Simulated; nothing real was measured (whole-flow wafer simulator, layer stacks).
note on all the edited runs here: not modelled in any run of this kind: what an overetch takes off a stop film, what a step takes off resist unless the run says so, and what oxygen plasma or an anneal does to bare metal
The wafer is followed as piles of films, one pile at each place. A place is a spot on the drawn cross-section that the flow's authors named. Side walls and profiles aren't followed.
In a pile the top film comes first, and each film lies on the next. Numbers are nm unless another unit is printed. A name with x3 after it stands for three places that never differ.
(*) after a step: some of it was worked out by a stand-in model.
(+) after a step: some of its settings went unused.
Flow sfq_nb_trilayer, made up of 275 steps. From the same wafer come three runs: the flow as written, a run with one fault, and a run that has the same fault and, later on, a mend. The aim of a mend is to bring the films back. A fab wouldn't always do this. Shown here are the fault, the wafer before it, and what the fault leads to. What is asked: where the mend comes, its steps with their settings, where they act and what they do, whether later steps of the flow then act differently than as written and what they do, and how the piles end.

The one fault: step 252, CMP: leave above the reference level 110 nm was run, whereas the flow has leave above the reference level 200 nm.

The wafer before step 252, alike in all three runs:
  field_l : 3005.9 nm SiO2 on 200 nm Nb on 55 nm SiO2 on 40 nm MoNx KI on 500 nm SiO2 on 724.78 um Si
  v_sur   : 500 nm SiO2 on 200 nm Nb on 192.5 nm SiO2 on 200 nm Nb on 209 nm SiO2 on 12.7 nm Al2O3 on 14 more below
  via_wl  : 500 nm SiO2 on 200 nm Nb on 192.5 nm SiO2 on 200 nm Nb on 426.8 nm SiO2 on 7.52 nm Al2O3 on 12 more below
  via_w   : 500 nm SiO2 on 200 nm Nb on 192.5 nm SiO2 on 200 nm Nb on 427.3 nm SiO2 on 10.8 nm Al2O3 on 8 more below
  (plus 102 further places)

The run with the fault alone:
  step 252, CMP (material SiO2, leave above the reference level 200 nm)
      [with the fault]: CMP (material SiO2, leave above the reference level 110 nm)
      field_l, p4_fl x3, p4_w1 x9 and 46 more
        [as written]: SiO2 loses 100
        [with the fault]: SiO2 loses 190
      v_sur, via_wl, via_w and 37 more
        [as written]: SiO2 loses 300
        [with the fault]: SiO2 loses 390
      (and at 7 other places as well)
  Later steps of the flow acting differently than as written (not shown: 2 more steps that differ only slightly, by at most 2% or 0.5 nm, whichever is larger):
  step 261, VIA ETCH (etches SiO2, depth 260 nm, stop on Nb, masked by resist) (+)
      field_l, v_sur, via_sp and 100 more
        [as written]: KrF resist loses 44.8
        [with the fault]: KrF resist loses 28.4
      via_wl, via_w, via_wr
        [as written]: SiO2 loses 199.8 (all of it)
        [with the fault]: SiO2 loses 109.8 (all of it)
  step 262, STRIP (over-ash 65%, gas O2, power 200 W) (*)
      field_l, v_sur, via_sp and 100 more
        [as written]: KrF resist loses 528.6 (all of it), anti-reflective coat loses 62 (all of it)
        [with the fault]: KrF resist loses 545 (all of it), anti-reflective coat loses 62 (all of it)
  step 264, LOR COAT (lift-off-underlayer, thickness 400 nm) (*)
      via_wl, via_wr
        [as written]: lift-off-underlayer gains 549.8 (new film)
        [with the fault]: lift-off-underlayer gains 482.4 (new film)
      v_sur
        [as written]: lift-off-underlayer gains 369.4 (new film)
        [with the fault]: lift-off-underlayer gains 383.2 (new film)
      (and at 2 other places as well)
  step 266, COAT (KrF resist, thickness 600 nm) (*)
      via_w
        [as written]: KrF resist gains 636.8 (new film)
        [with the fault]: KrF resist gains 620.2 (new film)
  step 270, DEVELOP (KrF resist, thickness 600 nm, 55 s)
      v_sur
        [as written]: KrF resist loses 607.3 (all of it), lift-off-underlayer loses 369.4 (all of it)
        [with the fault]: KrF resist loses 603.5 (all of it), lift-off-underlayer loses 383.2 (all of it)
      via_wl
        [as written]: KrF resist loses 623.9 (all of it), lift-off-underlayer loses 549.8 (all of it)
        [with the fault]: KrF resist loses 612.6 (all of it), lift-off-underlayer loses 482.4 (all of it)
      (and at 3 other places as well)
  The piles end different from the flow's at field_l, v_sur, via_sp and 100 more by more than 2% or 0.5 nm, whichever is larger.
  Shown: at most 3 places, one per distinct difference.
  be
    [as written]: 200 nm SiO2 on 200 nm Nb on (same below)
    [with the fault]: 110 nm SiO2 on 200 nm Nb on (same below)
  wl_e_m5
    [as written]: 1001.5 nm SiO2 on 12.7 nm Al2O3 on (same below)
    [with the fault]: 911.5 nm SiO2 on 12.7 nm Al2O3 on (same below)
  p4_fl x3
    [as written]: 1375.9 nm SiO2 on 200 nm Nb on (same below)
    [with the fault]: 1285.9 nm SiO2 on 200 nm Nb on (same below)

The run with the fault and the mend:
  The mend follows step 259.
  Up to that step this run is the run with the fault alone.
  step 259a, STRIP (over-ash 65%, gas O2, power 200 W) (*)
      field_l, v_sur, via_sp and 100 more
        KrF resist loses 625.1 (all of it), anti-reflective coat loses 62 (all of it)
      via_wl, via_w, via_wr
        anti-reflective coat loses 62 (all of it)
  step 259b, PECVD (material SiO2, thickness 90 nm, 150 C, 20 s, RF power 183.3 W, pressure 2.4 Torr, precursor SiH4/N2O) (the flow's step 251 again, with other settings)
      field_l, v_sur, via_wl and 103 more
        SiO2 gains 90
  step 259c, COAT (anti-reflective coat, thickness 62 nm) (the flow's step 254 again)
      field_l, v_sur, via_wl and 103 more
        anti-reflective coat gains 62 (new film)
  step 259d, COAT (KrF resist, thickness 650 nm) (the flow's step 255 again)
      field_l, v_sur, via_wl and 103 more
        KrF resist gains 650 (new film)
  step 259e, SOFTBAKE (KrF resist) (the flow's step 256 again)
      alters no film at any place that is followed
  step 259f, EXPOSE (photomask I7, dose 11.93 mJ/cm2, NA 0.6, wavelength 248 nm) (*) (the flow's step 257 again)
      alters no film at any place that is followed
  step 259g, PEB (KrF resist, 90 s) (the flow's step 258 again)
      field_l, v_sur, via_wl and 103 more
        KrF resist loses 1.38
  step 259h, DEVELOP (KrF resist, thickness 650 nm, 60 s) (the flow's step 259 again)
      field_l, v_sur, via_sp and 100 more
        KrF resist loses 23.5
      via_wl, via_w, via_wr
        KrF resist loses 648.6 (all of it)
  None of the later steps of the flow acts differently than as written at any place that is followed.
  At every place that both follow, the piles at the end match the flow's.
